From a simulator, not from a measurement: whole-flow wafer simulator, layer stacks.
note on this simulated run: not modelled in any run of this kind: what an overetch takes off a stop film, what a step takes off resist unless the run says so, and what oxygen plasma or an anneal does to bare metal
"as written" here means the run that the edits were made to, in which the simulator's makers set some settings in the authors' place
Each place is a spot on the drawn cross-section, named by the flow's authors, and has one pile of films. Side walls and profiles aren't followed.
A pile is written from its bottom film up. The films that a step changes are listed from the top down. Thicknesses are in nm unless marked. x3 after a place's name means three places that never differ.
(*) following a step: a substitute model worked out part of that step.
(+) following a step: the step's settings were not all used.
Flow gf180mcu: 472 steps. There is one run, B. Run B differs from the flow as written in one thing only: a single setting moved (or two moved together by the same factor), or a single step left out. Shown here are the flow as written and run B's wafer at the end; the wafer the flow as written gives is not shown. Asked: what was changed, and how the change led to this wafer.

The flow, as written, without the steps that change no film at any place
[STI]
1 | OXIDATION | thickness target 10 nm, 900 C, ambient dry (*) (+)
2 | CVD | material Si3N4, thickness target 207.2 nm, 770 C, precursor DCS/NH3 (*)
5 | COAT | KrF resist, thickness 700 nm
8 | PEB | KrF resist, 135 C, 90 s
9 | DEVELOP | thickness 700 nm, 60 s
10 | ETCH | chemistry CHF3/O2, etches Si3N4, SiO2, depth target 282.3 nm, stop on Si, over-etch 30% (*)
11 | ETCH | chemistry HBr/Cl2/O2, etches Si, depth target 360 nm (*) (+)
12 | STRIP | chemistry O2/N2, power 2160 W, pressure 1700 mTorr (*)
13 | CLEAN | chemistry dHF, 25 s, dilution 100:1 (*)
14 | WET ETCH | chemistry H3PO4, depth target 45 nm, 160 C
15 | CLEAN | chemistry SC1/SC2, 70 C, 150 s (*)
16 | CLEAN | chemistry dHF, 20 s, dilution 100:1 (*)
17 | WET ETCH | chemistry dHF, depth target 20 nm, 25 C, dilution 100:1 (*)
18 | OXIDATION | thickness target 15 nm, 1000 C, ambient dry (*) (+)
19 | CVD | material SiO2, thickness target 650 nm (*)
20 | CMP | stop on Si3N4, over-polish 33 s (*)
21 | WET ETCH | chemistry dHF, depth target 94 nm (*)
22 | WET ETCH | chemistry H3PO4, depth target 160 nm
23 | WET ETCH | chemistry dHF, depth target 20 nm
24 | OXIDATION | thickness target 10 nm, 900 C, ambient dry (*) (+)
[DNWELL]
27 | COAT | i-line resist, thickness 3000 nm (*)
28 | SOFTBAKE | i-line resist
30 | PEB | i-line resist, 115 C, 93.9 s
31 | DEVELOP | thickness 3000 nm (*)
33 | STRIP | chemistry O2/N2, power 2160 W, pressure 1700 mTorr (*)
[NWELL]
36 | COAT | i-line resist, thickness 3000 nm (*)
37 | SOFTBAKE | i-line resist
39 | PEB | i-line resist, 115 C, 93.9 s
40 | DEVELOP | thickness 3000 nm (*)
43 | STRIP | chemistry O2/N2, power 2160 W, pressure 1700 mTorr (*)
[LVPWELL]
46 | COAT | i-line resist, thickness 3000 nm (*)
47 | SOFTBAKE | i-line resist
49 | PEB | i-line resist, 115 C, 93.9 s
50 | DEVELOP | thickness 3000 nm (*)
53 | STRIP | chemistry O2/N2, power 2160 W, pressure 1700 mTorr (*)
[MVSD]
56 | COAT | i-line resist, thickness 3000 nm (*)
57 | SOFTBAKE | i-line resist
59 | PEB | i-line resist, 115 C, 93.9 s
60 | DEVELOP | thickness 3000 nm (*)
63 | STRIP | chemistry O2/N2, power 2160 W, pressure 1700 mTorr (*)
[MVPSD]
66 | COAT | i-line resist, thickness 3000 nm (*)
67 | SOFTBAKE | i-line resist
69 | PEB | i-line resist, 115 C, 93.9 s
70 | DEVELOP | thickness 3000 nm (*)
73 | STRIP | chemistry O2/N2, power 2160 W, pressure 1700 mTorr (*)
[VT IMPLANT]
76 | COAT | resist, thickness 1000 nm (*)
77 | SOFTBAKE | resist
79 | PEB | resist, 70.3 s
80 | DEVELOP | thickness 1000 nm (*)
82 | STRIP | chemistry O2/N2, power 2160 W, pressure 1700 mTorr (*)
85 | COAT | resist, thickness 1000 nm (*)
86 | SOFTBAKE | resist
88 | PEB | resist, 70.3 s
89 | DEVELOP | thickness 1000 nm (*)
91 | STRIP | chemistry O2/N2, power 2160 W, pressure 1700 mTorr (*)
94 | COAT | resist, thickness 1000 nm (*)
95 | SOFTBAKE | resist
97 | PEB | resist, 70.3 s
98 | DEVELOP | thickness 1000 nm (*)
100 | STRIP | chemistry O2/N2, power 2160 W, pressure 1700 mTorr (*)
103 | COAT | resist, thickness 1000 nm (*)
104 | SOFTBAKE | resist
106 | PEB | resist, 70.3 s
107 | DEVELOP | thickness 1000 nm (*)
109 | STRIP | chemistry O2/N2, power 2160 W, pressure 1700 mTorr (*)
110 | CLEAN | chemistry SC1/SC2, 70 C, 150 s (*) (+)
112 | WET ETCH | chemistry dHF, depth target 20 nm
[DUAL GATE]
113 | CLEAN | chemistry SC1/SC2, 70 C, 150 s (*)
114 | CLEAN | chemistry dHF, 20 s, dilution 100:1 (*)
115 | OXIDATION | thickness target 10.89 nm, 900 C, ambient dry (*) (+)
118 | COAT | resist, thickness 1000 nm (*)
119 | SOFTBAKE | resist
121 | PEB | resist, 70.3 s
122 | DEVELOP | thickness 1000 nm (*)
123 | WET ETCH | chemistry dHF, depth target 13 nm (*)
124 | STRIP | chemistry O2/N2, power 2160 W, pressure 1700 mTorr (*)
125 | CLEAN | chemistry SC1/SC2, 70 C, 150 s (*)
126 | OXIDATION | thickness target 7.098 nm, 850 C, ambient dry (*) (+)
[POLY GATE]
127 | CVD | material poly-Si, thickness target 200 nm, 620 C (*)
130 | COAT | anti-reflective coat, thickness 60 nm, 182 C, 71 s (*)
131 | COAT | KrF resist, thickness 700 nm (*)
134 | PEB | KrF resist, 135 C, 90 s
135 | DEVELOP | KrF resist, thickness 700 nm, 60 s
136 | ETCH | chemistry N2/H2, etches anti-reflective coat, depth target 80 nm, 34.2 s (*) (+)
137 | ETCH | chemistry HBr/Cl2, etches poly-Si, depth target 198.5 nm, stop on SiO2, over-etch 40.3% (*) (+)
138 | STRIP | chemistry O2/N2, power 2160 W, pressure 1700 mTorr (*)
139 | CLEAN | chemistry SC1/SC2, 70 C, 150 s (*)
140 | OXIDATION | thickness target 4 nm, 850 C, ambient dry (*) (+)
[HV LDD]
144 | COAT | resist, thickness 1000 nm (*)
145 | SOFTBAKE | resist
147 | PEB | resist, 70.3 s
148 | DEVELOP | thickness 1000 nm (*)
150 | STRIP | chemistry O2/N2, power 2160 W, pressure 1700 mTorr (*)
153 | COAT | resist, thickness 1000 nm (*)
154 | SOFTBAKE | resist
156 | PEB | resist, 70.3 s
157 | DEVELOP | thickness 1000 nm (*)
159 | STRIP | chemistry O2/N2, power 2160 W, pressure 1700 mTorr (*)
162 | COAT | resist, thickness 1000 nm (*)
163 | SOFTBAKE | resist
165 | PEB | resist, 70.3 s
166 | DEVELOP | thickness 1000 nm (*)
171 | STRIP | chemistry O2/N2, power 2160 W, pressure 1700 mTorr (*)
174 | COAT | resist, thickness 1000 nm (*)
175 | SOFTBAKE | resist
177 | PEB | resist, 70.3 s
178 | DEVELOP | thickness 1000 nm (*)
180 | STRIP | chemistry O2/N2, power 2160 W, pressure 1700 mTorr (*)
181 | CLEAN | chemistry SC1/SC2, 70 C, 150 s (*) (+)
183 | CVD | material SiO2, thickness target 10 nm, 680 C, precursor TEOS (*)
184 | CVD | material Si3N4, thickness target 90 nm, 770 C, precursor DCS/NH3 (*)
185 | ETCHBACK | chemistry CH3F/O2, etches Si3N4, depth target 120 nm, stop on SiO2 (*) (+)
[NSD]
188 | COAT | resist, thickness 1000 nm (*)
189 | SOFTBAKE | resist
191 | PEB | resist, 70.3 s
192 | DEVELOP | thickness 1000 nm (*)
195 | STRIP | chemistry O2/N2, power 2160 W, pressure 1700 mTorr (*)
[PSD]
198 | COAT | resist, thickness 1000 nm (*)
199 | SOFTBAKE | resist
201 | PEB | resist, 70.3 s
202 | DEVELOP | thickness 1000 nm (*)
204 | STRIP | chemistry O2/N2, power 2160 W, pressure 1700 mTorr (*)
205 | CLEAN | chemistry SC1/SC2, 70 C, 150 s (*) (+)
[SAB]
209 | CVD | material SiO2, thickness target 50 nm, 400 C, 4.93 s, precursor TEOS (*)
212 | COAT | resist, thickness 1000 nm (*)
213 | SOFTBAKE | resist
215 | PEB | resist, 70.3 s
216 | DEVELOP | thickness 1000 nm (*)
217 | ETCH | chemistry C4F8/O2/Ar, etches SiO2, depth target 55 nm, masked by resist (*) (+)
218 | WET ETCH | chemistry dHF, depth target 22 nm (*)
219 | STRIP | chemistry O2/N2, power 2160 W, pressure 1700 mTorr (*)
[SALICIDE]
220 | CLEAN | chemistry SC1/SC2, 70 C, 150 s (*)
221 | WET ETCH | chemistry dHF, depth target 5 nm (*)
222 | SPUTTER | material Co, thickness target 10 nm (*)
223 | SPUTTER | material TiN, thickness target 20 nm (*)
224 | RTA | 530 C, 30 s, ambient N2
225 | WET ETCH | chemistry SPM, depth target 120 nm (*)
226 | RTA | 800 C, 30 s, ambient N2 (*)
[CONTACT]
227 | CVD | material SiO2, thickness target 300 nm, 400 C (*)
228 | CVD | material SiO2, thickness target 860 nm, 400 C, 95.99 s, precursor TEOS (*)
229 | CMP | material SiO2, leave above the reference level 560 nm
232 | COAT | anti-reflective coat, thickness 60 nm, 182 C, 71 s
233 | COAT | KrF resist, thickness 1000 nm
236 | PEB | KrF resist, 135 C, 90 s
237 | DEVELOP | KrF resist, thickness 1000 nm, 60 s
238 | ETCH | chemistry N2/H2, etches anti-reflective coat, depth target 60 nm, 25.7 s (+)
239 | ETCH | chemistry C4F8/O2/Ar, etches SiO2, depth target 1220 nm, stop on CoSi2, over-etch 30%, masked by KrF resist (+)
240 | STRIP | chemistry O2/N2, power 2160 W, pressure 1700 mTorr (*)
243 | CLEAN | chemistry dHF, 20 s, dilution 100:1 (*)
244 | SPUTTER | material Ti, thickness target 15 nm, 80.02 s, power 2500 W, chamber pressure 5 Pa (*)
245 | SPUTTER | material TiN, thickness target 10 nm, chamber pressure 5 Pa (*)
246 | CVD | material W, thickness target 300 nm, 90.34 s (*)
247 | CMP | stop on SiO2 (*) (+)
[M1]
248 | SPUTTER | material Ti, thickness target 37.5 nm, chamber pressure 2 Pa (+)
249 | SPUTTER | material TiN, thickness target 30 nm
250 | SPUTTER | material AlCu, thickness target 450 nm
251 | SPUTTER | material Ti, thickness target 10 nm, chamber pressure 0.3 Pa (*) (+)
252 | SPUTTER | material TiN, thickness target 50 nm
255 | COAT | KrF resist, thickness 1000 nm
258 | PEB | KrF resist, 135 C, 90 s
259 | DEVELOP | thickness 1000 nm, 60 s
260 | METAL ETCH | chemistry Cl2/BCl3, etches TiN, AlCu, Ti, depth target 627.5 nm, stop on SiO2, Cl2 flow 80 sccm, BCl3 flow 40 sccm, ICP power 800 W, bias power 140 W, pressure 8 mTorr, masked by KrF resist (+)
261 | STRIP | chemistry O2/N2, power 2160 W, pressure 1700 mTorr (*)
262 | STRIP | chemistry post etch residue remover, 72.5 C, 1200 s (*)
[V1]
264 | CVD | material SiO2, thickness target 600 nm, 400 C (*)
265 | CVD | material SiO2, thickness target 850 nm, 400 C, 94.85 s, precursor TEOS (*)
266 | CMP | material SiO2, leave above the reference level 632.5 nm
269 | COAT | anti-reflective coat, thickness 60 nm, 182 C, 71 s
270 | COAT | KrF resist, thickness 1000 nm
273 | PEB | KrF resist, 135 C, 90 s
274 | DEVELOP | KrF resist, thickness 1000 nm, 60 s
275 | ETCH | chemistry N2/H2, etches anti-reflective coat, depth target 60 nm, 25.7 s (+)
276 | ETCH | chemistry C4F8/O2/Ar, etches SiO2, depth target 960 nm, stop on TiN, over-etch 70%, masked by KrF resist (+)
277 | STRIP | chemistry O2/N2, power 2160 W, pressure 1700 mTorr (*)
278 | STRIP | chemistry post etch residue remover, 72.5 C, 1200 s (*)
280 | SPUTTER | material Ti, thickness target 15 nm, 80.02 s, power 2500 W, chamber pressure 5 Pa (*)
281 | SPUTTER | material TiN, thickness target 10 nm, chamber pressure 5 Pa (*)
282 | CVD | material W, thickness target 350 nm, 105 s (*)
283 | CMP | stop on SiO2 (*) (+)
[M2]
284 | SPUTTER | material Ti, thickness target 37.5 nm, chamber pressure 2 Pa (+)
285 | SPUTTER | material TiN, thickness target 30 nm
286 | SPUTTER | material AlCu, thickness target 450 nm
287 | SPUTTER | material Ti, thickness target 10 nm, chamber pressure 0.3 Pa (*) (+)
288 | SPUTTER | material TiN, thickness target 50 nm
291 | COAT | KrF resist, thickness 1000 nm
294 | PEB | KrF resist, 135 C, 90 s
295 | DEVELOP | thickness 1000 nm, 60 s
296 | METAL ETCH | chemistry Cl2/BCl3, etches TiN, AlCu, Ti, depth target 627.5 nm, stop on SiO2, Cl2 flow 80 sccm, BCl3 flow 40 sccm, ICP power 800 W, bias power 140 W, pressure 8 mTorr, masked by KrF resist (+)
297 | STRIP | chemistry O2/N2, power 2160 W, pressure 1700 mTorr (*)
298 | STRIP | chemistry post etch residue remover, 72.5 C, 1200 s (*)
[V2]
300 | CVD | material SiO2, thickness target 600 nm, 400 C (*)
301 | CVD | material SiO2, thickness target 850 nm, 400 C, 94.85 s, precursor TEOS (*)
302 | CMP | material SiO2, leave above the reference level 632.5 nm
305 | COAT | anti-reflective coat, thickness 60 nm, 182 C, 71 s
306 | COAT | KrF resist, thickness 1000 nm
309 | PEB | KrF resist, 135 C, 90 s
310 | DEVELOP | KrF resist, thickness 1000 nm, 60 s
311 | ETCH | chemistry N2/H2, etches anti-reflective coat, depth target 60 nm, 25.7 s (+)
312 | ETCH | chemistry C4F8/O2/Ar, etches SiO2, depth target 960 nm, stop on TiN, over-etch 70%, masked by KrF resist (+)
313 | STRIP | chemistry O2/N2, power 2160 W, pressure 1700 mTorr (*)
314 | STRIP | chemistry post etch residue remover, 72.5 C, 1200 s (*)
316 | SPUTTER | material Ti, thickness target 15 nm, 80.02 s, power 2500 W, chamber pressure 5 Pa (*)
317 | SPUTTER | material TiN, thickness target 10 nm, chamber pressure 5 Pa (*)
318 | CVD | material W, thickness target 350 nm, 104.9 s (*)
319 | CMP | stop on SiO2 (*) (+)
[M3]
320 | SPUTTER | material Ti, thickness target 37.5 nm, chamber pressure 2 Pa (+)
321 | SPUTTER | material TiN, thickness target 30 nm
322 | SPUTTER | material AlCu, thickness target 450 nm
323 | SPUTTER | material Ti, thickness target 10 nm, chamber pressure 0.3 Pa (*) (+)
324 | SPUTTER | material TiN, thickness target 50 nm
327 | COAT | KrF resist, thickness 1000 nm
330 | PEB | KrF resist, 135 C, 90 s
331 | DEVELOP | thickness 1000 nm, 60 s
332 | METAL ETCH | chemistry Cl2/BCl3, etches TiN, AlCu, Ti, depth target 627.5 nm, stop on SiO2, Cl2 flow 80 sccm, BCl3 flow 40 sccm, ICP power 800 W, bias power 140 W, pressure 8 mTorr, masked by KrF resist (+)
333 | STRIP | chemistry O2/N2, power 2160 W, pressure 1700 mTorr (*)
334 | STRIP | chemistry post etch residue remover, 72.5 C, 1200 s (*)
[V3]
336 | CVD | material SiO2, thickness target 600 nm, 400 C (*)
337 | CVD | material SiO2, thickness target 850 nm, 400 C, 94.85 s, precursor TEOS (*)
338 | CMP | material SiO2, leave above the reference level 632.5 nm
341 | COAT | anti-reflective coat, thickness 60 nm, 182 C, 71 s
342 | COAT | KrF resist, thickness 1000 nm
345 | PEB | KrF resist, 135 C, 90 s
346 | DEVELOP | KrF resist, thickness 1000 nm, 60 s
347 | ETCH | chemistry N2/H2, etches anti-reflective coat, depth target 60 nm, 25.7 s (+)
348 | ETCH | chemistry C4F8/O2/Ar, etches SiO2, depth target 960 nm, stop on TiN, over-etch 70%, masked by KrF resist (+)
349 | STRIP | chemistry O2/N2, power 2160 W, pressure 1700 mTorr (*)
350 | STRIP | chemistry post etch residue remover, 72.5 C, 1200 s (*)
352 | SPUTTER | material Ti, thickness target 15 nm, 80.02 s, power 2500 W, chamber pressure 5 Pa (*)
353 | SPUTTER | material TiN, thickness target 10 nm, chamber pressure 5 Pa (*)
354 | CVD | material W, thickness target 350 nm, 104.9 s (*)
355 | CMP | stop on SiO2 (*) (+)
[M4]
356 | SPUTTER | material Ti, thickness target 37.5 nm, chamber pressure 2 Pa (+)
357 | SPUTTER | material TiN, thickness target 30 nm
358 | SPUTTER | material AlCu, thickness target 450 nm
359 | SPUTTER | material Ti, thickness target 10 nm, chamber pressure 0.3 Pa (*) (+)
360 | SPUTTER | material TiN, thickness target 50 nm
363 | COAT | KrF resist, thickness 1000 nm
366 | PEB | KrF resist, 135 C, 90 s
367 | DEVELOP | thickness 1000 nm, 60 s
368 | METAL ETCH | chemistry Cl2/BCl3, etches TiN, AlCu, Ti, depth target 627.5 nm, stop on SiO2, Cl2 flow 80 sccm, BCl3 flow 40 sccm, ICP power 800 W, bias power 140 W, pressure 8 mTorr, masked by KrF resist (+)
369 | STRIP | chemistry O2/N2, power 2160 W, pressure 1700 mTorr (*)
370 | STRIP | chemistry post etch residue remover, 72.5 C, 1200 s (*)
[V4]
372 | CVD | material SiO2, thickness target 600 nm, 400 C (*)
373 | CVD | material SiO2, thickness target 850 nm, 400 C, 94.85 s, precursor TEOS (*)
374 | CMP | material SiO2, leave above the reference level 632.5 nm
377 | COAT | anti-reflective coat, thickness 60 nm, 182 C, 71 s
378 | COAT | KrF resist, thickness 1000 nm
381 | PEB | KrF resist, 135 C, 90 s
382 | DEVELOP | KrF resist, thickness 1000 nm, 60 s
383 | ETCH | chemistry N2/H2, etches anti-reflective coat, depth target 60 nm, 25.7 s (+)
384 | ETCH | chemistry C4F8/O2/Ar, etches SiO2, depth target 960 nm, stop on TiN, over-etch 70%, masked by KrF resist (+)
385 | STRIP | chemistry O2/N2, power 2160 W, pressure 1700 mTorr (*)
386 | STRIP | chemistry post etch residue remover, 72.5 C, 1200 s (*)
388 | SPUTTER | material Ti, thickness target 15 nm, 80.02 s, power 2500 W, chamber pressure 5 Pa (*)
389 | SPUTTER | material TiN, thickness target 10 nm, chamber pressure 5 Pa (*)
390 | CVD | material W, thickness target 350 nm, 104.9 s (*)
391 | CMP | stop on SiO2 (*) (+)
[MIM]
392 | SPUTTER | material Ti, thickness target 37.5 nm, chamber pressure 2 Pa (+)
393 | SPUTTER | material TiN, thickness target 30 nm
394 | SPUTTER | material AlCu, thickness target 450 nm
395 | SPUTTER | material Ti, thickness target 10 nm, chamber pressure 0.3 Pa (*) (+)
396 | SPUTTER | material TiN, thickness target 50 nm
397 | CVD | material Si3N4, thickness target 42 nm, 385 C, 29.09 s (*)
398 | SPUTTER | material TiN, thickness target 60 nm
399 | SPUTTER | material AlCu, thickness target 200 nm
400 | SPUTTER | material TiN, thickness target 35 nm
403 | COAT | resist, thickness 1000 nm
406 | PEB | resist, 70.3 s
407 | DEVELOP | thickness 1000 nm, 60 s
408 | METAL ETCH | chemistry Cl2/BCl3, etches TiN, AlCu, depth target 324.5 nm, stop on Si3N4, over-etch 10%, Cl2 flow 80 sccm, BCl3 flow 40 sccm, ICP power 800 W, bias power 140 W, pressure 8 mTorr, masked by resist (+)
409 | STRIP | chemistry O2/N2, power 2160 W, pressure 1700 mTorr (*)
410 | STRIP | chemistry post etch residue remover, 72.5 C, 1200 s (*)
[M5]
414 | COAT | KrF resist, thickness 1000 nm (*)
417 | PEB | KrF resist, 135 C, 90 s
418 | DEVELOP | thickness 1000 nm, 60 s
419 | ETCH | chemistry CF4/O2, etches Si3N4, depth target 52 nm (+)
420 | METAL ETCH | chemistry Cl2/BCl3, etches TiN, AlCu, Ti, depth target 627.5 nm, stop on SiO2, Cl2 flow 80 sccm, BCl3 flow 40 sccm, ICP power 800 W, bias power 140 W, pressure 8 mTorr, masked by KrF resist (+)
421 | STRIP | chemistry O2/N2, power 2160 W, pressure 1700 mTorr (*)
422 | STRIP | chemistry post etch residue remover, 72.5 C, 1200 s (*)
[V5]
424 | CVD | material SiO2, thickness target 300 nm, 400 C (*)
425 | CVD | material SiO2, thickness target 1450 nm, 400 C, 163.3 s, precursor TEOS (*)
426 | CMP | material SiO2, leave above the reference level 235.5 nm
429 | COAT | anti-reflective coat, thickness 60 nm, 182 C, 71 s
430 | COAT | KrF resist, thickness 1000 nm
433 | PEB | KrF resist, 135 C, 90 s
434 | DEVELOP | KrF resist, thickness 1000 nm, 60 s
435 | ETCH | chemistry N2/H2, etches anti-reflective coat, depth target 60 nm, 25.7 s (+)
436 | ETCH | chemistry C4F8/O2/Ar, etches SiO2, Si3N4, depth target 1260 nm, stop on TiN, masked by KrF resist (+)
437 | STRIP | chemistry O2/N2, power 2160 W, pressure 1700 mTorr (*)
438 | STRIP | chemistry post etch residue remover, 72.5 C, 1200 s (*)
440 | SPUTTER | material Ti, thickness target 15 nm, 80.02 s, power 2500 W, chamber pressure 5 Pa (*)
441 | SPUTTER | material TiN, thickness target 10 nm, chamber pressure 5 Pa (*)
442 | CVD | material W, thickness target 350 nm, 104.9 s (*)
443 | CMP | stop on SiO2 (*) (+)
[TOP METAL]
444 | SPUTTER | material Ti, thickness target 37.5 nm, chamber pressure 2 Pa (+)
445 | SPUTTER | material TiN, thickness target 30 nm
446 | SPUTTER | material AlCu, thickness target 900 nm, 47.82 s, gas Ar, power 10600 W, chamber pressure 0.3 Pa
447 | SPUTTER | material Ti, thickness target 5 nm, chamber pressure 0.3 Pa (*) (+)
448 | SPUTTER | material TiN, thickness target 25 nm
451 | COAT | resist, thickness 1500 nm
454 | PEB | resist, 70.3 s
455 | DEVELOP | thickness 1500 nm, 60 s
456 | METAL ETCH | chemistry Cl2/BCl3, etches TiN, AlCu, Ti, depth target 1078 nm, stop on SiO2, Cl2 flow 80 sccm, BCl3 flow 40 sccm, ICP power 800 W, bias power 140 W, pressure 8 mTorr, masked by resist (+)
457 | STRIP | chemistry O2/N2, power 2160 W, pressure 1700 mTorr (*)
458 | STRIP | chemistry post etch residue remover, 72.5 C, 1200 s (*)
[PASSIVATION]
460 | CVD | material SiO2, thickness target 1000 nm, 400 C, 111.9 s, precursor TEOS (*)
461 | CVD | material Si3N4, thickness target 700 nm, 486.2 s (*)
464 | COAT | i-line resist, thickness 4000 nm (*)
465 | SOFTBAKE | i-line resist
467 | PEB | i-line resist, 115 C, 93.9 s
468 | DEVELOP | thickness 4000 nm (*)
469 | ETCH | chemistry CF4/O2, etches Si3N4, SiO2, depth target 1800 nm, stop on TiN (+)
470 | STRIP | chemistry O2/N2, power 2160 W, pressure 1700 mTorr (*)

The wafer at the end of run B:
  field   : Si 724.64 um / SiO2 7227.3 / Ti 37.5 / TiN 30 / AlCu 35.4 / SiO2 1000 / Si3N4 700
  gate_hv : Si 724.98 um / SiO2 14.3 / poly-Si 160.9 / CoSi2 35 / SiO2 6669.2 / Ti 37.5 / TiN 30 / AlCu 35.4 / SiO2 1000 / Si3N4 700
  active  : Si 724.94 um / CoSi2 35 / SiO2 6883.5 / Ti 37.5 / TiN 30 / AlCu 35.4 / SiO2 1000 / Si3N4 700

What caused this: step 456, METAL ETCH: depth target 888.9 nm was run, whereas the flow has depth target 1078 nm.

Step by step, how the change led to this:
  456 | METAL ETCH | chemistry Cl2/BCl3, etches TiN, AlCu, Ti, depth target 1078 nm, stop on SiO2, Cl2 flow 80 sccm, BCl3 flow 40 sccm, ICP power 800 W, bias power 140 W, pressure 8 mTorr, masked by resist (+)
      field, field__w1, field__w2 and 103 more: -25 TiN (all of it), -5 Ti (all of it), -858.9 AlCu (as written it would have been: -25 TiN (all of it), -5 Ti (all of it), -900 AlCu (all of it), -30 TiN (all of it), -37.5 Ti (all of it))
      field__w8, contact, m1, m1__w1, pad, m1_nw: -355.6 resist (as written it would have been: -431 resist)
  457 | STRIP | chemistry O2/N2, power 2160 W, pressure 1700 mTorr (*)
      field__w8, contact, m1, m1__w1, pad, m1_nw: -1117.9 resist (all of it) (as written it would have been: -1042.5 resist (all of it))
  458 | STRIP | chemistry post etch residue remover, 72.5 C, 1200 s (*)
      field, field__w1, field__w2 and 103 more: -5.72 AlCu (as written it would have been: nothing)
  460 | CVD | material SiO2, thickness target 1000 nm, 400 C, 111.9 s, precursor TEOS (*)
      field, field__w1, field__w2 and 103 more: +1000 SiO2 (new film) (as written it would have been: +1000 SiO2)
  464 | COAT | i-line resist, thickness 4000 nm (*)
      field__w8: +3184 i-line resist (new film) (as written it would have been: +3093.1 i-line resist (new film))
      contact: +3234.7 i-line resist (new film) (as written it would have been: +3153.6 i-line resist (new film))
      (also at 4 further places)
  465 | SOFTBAKE | i-line resist
      field__w2, field_sub__w4: +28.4 i-line resist (as written it would have been: +33.4 i-line resist)
      mim, ppoly_u: +32.1 i-line resist (as written it would have been: +37.5 i-line resist)
      (also at 65 further places)
  467 | PEB | i-line resist, 115 C, 93.9 s
      field__w8, m1__w1: -51 i-line resist (as written it would have been: -49.2 i-line resist)
      contact, m1: -51.4 i-line resist (as written it would have been: -49.6 i-line resist)
      (also at 2 further places)
  468 | DEVELOP | thickness 4000 nm (*)
      pad: -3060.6 i-line resist (all of it) (as written it would have been: -2960.4 i-line resist (all of it))
  470 | STRIP | chemistry O2/N2, power 2160 W, pressure 1700 mTorr (*)
      field__w8, m1__w1: -1874.5 i-line resist (all of it) (as written it would have been: -1775.9 i-line resist (all of it))
      contact: -1893.3 i-line resist (all of it) (as written it would have been: -1798.3 i-line resist (all of it))
      (also at 2 further places)
With metal films that touch counted as one body, field has 1 body; the flow as written gives 0 bodies.
With metal films that touch counted as one body, gate_hv has 2 bodies (between them, from the top down: SiO2 6669.2); the flow as written gives 1 body.
With metal films that touch counted as one body, active has 2 bodies (between them, from the top down: SiO2 6883.5); the flow as written gives 1 body.
